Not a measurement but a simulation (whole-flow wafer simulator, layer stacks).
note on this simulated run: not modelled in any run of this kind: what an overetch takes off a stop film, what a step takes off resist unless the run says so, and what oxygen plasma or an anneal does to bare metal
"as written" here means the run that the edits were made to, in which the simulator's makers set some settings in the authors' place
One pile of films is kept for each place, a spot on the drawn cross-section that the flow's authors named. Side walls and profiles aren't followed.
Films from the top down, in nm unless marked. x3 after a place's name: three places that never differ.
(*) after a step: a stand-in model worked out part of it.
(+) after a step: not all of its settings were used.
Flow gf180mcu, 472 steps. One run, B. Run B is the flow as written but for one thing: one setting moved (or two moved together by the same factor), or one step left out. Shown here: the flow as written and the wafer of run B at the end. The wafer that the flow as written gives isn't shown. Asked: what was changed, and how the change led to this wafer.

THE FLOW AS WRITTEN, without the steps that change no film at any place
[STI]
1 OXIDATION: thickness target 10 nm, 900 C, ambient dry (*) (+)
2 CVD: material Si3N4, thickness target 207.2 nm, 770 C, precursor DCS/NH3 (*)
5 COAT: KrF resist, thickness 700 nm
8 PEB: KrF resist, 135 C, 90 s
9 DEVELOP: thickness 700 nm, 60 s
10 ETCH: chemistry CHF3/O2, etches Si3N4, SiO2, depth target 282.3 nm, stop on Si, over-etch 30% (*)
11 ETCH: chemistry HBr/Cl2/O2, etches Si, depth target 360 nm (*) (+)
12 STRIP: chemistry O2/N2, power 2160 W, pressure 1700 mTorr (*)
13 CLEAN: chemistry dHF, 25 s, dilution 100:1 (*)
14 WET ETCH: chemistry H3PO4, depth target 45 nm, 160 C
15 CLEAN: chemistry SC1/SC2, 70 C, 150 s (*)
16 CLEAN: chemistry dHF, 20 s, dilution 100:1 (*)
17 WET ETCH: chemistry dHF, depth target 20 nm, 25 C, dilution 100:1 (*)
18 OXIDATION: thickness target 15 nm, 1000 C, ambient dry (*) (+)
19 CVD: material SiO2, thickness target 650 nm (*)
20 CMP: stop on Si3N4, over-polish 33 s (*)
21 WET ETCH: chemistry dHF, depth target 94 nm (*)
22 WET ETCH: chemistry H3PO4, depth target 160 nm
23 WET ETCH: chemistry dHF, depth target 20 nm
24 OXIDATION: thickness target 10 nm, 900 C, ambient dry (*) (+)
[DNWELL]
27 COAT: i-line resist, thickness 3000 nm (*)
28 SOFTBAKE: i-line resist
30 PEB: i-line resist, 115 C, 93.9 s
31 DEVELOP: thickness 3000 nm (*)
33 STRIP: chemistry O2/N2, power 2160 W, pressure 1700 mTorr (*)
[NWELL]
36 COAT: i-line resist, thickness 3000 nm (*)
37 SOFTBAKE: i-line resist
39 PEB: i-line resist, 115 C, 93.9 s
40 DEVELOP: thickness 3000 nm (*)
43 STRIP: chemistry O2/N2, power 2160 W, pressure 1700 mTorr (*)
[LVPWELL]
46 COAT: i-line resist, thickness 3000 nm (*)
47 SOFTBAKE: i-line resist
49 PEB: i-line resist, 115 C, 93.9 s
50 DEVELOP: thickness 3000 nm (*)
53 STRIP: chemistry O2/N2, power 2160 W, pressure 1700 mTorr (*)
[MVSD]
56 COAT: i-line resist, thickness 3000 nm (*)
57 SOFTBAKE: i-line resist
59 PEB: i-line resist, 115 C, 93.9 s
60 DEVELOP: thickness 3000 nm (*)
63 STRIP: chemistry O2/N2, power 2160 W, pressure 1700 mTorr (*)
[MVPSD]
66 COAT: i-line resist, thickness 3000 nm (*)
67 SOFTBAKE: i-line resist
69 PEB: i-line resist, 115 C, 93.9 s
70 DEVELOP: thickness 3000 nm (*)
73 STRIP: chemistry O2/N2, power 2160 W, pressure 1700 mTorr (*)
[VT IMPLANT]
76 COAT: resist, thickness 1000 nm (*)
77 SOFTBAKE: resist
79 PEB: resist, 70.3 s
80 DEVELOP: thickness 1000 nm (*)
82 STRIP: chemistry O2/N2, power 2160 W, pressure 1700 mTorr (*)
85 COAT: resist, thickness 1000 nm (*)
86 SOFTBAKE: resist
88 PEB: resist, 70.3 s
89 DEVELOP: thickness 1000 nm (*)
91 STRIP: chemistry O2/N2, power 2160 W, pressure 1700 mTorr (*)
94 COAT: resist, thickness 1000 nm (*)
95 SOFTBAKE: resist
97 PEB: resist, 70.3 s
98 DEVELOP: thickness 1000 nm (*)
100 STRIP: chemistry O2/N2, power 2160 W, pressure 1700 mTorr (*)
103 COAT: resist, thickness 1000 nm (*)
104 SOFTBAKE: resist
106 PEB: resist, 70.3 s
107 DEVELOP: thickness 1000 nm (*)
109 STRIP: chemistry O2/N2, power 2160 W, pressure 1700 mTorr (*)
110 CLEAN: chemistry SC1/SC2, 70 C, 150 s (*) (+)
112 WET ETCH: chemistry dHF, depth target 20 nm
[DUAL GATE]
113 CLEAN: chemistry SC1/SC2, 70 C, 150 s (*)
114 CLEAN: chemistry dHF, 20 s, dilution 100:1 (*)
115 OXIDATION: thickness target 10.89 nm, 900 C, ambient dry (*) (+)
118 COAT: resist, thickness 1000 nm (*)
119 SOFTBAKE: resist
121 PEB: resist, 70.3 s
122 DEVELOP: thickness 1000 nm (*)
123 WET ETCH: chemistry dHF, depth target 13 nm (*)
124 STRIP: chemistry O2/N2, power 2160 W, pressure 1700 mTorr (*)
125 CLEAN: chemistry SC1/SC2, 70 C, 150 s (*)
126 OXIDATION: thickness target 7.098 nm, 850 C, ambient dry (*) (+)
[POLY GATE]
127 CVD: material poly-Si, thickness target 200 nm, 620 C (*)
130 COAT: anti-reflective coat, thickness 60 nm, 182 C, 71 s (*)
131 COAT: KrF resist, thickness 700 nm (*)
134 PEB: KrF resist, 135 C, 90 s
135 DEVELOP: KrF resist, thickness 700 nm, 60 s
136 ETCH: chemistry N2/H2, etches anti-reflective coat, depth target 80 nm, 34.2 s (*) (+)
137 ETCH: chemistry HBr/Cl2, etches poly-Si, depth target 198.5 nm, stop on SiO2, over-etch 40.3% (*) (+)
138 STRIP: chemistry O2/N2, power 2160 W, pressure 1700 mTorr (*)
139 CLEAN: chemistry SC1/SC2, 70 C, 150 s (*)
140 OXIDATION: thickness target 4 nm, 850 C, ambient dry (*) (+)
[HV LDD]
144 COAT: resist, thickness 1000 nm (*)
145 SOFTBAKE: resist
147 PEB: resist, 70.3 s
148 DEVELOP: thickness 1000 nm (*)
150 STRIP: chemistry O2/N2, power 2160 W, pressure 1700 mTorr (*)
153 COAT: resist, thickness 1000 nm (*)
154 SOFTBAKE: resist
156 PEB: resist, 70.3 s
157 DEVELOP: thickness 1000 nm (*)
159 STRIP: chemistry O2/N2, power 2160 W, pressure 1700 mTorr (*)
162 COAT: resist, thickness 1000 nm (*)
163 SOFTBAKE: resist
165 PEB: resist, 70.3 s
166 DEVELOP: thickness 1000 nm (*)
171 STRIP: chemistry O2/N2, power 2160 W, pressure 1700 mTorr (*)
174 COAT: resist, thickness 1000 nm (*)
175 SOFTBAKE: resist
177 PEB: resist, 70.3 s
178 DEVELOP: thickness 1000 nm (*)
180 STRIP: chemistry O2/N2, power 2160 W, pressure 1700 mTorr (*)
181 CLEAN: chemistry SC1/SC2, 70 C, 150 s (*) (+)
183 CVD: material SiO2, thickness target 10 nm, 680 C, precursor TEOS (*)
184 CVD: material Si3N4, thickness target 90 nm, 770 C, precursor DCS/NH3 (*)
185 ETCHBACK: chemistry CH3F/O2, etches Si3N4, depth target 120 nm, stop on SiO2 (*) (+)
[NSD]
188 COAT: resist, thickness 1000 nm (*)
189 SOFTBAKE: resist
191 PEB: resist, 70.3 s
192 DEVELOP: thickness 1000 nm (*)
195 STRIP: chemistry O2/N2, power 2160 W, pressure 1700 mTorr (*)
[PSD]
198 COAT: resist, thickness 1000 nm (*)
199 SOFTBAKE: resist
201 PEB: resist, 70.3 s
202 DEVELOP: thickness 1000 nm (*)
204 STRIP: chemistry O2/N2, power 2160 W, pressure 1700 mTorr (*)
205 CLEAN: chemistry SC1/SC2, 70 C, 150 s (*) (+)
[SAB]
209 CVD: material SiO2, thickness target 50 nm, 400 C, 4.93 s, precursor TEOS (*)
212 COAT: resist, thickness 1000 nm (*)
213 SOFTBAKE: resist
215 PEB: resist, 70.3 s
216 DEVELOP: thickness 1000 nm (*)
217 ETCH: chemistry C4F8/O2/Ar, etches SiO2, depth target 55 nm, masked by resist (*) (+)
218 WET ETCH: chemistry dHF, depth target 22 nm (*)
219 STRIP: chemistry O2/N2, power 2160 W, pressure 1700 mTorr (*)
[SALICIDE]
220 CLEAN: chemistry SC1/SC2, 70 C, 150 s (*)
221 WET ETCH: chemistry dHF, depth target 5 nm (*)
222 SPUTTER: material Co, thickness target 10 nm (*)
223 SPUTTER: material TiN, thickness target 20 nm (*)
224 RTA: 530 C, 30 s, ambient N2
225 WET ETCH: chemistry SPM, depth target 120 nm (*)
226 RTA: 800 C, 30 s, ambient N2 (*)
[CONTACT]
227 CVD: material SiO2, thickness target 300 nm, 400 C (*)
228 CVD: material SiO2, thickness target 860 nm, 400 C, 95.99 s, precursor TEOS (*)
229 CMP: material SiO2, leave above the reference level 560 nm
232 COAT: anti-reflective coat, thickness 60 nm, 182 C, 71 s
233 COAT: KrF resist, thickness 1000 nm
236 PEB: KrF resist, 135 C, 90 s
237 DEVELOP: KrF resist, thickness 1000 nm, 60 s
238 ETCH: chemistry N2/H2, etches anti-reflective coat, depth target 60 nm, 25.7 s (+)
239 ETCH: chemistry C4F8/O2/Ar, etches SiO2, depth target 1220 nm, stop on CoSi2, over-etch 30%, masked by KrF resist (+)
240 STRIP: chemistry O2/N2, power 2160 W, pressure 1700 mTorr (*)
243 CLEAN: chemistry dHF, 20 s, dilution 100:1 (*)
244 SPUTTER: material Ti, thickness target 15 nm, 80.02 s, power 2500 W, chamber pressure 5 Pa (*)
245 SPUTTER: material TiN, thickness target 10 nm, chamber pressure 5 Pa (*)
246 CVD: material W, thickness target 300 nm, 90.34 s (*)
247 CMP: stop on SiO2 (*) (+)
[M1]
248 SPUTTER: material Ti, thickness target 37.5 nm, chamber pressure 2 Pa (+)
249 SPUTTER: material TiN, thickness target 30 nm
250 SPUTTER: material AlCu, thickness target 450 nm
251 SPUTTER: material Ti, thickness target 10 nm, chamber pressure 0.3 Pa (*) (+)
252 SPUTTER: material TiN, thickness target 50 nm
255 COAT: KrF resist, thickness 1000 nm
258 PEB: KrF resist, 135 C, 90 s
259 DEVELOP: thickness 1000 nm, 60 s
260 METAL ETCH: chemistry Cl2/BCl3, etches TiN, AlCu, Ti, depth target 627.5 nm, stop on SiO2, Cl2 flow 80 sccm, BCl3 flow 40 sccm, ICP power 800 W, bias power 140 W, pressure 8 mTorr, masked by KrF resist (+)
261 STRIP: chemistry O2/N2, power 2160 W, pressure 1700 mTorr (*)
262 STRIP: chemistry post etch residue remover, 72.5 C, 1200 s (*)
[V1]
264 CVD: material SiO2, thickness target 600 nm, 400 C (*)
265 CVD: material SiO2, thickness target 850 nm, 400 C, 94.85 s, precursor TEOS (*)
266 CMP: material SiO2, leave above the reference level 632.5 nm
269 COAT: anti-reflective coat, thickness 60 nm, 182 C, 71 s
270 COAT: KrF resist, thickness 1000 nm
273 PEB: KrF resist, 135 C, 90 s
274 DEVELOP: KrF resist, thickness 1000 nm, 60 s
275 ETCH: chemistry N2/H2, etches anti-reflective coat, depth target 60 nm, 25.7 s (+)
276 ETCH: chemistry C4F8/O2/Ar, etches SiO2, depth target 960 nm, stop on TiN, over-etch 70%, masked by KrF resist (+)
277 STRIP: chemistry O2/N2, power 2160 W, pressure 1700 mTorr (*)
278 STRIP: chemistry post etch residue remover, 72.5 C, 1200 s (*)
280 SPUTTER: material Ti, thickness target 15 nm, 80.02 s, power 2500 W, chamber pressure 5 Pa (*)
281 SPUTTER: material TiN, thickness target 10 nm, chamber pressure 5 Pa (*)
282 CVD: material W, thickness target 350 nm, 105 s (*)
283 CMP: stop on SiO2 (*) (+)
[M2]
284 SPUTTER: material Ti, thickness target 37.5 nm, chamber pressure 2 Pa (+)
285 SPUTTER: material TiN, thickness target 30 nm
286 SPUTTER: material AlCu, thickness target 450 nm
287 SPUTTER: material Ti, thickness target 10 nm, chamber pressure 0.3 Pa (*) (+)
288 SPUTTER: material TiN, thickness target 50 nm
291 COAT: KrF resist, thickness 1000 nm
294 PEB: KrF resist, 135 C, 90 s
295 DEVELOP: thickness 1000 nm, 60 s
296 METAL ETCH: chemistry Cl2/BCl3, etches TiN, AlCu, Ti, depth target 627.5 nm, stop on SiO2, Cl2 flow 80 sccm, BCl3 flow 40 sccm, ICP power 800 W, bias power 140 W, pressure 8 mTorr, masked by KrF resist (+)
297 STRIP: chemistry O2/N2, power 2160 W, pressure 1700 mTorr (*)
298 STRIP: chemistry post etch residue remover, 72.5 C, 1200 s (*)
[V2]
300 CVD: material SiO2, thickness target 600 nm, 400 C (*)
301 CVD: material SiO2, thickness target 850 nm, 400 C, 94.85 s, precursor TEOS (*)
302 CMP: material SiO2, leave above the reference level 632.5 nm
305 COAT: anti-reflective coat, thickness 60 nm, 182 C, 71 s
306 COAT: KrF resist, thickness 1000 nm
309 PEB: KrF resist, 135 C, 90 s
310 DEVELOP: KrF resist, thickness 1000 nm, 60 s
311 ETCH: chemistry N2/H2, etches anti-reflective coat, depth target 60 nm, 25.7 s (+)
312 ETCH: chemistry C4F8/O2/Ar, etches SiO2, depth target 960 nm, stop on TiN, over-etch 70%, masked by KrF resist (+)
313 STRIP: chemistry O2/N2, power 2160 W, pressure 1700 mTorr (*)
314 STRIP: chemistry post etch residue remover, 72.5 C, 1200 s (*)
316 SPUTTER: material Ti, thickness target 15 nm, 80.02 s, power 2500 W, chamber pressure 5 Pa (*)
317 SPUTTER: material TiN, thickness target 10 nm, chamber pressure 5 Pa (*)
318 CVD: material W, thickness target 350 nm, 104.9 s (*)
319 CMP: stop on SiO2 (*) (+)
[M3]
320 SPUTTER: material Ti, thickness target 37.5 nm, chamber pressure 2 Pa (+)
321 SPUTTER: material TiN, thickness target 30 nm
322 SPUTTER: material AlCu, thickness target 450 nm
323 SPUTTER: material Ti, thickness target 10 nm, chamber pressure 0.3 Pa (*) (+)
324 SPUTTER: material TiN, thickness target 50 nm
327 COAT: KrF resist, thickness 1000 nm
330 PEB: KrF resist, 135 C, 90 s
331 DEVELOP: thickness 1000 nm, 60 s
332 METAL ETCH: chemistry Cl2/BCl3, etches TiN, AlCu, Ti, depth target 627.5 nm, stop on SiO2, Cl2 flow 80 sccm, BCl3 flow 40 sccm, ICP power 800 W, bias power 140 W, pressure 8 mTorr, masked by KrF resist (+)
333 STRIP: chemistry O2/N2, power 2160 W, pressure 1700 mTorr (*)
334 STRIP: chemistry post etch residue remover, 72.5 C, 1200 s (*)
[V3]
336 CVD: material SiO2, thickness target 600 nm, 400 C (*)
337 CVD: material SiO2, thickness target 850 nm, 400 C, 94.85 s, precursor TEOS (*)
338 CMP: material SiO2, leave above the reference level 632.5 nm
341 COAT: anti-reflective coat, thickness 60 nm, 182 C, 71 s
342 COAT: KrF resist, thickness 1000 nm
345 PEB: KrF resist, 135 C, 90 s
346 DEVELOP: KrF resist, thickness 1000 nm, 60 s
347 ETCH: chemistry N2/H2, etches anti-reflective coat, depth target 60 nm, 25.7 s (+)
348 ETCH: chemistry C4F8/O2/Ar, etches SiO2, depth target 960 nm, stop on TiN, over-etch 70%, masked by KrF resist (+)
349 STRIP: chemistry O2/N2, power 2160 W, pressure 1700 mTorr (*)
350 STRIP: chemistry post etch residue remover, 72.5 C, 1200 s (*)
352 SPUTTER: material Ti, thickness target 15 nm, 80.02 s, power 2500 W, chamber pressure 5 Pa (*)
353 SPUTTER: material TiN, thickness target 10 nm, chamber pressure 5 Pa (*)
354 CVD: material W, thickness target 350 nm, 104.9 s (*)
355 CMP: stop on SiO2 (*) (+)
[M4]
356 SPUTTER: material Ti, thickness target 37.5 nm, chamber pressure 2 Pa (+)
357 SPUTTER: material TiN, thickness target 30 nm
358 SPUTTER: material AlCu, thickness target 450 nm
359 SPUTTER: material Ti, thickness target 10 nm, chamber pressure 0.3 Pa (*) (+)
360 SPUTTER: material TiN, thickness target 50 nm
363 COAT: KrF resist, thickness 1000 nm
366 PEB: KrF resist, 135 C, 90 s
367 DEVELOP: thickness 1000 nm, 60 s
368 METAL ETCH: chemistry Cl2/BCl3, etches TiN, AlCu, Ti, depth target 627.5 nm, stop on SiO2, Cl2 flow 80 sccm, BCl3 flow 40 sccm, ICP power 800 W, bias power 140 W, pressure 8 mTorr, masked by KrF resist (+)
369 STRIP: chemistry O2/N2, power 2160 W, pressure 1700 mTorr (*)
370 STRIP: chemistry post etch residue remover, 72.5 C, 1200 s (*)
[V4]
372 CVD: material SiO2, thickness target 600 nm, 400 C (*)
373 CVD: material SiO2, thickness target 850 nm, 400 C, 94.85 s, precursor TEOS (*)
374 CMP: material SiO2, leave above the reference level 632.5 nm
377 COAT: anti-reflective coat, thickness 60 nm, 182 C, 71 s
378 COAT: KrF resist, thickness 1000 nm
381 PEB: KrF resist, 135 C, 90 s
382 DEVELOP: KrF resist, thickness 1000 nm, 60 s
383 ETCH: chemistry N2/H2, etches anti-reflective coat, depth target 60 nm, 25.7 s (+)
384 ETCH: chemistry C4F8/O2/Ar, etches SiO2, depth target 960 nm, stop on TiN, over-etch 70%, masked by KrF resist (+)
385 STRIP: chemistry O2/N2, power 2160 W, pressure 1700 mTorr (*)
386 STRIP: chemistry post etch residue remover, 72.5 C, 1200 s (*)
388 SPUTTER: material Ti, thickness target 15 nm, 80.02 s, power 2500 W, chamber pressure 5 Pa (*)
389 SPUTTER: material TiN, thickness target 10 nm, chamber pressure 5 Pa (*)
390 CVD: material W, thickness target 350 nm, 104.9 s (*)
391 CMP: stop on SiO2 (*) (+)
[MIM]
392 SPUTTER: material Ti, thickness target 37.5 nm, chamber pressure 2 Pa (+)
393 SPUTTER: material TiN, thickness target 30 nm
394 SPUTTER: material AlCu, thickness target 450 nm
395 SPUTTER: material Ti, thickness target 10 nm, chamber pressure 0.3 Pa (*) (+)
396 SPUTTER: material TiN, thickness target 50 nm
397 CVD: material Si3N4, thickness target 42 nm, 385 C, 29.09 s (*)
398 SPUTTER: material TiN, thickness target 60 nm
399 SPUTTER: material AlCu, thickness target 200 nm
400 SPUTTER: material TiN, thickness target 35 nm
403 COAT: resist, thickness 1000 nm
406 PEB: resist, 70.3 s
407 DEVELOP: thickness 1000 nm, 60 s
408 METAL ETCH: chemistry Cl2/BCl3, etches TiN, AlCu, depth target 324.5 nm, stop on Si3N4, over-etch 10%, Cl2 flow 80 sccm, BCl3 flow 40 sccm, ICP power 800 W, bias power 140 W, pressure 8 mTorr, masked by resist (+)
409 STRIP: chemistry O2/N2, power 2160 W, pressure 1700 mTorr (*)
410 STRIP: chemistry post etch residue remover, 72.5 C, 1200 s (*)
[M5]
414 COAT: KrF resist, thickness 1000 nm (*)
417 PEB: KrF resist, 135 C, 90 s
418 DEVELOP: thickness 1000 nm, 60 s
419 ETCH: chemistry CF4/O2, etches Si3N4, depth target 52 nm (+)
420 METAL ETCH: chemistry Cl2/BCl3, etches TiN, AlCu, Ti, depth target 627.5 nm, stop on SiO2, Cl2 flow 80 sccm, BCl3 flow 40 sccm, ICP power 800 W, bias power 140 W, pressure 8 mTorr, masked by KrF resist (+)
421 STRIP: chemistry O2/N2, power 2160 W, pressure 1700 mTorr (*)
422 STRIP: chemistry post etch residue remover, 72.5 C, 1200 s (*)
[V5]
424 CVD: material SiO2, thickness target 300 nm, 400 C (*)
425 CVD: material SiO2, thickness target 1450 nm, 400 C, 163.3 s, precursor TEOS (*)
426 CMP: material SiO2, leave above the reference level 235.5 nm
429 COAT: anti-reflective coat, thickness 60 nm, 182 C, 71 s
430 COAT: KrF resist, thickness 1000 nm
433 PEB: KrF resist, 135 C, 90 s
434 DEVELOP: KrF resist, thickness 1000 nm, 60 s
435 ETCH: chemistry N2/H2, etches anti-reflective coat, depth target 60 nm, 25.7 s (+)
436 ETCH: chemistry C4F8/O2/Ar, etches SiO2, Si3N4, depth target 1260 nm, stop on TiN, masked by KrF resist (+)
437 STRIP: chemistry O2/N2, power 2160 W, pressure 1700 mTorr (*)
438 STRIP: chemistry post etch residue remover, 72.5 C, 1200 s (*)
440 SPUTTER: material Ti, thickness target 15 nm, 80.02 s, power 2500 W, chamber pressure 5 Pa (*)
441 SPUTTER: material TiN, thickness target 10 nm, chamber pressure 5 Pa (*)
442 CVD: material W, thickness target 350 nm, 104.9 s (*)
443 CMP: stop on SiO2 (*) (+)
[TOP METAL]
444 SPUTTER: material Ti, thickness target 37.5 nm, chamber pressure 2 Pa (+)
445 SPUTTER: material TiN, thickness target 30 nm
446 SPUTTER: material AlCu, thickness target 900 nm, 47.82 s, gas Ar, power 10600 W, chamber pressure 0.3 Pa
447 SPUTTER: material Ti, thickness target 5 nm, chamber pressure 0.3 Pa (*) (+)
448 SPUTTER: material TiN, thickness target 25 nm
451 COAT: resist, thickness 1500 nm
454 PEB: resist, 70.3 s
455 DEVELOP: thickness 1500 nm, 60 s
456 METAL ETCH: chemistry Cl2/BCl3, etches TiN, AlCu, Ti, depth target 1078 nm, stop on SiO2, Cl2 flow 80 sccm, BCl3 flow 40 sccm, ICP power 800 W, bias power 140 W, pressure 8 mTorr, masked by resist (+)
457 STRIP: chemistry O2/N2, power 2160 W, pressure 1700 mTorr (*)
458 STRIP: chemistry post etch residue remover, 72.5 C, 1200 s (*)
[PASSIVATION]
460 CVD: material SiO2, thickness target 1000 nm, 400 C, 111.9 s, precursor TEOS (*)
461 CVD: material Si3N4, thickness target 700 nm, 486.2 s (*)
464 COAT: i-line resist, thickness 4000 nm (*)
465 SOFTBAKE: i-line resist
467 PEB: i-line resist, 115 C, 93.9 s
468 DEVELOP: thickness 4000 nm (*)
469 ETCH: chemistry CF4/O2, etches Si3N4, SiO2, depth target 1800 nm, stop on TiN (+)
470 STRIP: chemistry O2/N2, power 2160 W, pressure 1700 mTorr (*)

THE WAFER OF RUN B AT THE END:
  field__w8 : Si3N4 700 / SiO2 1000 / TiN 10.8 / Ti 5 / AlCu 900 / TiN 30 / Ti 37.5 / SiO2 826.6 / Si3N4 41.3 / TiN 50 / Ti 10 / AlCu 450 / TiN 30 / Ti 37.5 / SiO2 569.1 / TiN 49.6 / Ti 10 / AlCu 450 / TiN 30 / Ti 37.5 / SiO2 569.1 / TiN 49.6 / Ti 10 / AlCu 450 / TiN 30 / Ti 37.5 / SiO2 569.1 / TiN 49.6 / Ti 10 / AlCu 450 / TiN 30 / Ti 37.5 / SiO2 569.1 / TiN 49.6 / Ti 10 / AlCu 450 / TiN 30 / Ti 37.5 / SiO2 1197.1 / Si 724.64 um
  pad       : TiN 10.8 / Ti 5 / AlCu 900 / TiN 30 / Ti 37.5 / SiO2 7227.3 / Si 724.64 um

The cause: step 448, SPUTTER: thickness target 11.2 nm was run, where the flow has thickness target 25 nm.

How the change led to this, step by step:
  448 SPUTTER: material TiN, thickness target 25 nm
      field, field__w1, field__w2 and 109 more: TiN +11.2 (new film) (as written it would be: TiN +25 (new film))
  456 METAL ETCH: chemistry Cl2/BCl3, etches TiN, AlCu, Ti, depth target 1078 nm, stop on SiO2, Cl2 flow 80 sccm, BCl3 flow 40 sccm, ICP power 800 W, bias power 140 W, pressure 8 mTorr, masked by resist (+)
      field, field__w1, field__w2 and 103 more: TiN -11.2 (all of it), Ti -5 (all of it), AlCu -900 (all of it), TiN -30 (all of it), Ti -37.5 (all of it) (as written it would be: TiN -25 (all of it), Ti -5 (all of it), AlCu -900 (all of it), TiN -30 (all of it), Ti -37.5 (all of it))
  465 SOFTBAKE: i-line resist
      field__w11, field__w13: i-line resist +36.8 (as written it would be: i-line resist +37.6)
      ld_acc_p, ld_fp_p: i-line resist +33.1 (as written it would be: i-line resist +33.8)
      (and at 27 more places)
